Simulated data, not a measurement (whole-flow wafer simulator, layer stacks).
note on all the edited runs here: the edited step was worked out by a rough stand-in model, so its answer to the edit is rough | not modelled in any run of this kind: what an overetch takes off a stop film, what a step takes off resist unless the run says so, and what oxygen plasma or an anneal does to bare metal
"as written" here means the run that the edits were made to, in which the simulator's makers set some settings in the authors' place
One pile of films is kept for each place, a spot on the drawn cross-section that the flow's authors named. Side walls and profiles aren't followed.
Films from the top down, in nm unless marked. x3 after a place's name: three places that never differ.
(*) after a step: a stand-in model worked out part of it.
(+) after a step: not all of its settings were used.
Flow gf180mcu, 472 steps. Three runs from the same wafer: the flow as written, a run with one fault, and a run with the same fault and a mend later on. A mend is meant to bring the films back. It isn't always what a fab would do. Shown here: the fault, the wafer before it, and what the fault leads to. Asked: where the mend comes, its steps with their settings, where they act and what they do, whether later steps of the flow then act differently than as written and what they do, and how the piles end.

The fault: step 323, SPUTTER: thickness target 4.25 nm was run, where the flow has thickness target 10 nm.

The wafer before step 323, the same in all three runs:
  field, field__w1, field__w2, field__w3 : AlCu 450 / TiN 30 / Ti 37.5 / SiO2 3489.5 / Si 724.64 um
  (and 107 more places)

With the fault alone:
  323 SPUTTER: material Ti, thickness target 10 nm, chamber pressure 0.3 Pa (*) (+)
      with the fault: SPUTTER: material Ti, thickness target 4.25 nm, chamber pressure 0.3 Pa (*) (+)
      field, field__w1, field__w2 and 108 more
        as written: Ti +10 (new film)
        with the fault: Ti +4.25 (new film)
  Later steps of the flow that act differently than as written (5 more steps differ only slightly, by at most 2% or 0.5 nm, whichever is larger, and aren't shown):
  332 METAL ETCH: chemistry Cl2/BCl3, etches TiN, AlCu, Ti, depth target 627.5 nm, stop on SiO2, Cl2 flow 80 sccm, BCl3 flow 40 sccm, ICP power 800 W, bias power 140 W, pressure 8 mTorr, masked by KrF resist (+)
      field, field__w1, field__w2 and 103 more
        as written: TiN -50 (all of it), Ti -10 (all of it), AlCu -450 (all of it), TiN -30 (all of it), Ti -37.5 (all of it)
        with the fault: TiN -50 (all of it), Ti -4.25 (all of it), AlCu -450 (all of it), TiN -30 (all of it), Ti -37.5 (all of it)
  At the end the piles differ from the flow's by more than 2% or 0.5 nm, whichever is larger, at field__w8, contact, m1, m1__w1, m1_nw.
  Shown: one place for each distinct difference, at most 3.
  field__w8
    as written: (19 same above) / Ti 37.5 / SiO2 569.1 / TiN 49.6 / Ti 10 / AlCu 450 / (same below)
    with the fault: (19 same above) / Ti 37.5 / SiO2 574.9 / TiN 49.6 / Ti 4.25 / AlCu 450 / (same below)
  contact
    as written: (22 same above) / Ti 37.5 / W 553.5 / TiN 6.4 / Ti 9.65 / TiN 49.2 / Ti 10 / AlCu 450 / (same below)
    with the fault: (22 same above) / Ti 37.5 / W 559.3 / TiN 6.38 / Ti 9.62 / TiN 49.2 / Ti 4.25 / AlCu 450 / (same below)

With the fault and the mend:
  The mend comes after step 323.
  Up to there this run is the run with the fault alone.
  323a SPUTTER: material Ti, thickness target 5.75 nm, chamber pressure 0.3 Pa (*) (+) (the flow's step 323 once more, with other settings)
      field, field__w1, field__w2 and 108 more
        Ti +5.75
  No later step of the flow acts differently than as written at any place that is followed.
  At the end the piles are the same as the flow's at every place that both follow.
